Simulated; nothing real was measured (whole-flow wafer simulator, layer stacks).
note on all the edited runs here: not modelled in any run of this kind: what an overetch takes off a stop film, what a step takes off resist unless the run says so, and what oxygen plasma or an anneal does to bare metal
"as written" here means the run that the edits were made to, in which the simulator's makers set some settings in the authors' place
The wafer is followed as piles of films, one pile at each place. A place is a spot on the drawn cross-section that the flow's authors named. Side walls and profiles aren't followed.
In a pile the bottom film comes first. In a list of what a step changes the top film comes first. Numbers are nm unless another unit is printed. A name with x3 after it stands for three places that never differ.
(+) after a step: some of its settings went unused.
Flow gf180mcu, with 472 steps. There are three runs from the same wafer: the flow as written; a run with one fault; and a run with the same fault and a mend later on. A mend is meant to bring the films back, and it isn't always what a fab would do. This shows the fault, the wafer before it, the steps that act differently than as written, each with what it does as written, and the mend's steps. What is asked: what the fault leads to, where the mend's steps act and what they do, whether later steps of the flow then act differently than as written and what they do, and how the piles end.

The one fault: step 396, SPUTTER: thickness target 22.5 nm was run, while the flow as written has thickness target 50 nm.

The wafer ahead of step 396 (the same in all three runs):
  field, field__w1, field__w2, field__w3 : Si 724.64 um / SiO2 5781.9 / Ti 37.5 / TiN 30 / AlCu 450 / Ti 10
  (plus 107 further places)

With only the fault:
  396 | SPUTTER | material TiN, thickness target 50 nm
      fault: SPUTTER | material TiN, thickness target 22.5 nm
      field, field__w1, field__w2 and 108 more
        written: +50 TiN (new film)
        fault: +22.5 TiN (new film)
  Steps further on in the flow that do not act as written (not shown: 1 more step that differs only slightly, by at most 2% or 0.5 nm, whichever is larger):
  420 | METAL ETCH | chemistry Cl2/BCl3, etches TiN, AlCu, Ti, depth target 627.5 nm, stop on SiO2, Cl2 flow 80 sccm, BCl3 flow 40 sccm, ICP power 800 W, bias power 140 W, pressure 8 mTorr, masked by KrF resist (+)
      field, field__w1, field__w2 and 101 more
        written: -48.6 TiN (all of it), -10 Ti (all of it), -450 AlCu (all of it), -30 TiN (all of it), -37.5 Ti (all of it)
        fault: -21.1 TiN (all of it), -10 Ti (all of it), -450 AlCu (all of it), -30 TiN (all of it), -37.5 Ti (all of it)
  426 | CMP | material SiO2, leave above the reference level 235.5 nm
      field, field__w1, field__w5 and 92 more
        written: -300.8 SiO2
        fault: -328.3 SiO2
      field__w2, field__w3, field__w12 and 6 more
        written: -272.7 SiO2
        fault: -301.4 SiO2
  At field__w4, field__w8, contact, m1, m1__w1, mim, mim_1p0, m1_nw, the piles at the end differ from the flow's by more than 2% or 0.5 nm, whichever is larger.
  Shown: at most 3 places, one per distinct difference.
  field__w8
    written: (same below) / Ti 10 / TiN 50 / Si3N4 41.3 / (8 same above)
    fault: (same below) / Ti 10 / TiN 22.5 / Si3N4 41.3 / (8 same above)
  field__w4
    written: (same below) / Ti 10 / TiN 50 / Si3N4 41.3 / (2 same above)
    fault: (same below) / Ti 10 / TiN 22.5 / Si3N4 41.3 / (2 same above)
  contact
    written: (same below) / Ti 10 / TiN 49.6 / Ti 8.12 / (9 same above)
    fault: (same below) / Ti 10 / TiN 22.1 / Ti 8.12 / (9 same above)

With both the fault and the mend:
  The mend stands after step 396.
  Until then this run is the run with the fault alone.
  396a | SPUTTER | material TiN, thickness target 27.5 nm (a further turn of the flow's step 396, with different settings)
      field, field__w1, field__w2 and 108 more
        +27.5 TiN
  Every later step of the flow that is run acts as written at every place that is followed.
  By the end, the piles equal the flow's at every place that both follow.
